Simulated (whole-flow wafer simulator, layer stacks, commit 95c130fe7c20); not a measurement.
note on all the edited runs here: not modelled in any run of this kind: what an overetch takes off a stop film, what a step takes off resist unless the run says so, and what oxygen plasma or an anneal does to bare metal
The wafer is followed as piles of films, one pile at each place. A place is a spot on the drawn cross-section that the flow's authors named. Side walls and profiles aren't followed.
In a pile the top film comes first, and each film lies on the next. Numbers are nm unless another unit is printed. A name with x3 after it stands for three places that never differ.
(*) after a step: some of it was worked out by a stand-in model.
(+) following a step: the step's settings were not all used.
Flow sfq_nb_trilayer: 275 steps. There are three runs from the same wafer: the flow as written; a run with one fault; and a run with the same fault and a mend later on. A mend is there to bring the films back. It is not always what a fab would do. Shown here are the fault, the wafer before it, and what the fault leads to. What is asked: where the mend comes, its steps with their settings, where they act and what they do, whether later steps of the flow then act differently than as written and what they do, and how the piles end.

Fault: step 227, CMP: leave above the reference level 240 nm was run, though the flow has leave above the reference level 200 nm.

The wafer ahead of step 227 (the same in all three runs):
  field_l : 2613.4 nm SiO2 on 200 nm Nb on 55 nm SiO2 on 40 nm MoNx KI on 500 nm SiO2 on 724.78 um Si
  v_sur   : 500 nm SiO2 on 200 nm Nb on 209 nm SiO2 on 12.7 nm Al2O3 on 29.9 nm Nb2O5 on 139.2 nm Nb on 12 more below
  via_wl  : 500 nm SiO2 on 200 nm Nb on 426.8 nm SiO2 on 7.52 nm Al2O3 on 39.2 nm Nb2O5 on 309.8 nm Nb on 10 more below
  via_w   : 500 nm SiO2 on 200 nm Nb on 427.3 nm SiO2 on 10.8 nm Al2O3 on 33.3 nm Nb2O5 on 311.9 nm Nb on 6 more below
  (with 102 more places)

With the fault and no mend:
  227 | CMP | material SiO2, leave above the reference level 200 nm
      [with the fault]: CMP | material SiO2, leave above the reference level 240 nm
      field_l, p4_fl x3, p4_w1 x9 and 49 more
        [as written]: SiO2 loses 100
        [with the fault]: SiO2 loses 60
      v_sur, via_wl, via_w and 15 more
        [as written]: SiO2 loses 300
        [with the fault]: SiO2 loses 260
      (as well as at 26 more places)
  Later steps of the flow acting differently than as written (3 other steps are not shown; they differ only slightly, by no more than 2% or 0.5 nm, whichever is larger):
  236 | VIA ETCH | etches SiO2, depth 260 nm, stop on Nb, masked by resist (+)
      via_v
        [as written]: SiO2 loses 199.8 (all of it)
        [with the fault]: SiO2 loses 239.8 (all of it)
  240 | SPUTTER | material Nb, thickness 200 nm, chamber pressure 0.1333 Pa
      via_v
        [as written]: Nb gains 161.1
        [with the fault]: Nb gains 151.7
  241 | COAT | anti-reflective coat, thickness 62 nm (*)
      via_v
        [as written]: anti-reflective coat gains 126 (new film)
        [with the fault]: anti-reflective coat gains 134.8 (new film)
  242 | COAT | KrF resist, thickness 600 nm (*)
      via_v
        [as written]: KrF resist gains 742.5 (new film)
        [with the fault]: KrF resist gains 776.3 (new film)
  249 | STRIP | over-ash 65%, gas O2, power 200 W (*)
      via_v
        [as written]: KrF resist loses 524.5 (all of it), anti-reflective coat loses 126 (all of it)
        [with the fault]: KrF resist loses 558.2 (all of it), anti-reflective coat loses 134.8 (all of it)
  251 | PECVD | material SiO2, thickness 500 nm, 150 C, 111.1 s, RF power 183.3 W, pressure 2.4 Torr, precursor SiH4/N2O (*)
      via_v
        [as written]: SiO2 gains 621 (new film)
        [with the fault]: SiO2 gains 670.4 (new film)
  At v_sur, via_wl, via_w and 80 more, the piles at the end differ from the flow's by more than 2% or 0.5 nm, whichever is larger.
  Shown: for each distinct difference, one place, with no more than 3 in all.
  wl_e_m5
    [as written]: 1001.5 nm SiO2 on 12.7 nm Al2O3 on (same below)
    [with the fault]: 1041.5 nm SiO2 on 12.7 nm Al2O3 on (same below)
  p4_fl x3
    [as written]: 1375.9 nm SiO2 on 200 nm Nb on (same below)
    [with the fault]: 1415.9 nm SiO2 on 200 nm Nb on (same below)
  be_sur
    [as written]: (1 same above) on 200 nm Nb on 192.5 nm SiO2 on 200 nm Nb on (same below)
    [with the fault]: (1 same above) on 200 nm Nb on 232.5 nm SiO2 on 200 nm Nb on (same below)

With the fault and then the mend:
  After step 228 comes the mend.
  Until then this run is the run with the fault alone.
  228a | CMP | material SiO2, leave above the reference level 200 nm (a further turn of the flow's step 227)
      field_l, v_sur, via_wl and 103 more
        SiO2 loses 40
  None of the later steps of the flow acts differently than as written at any place that is followed.
  The piles end the same as the flow's at every place that both follow.
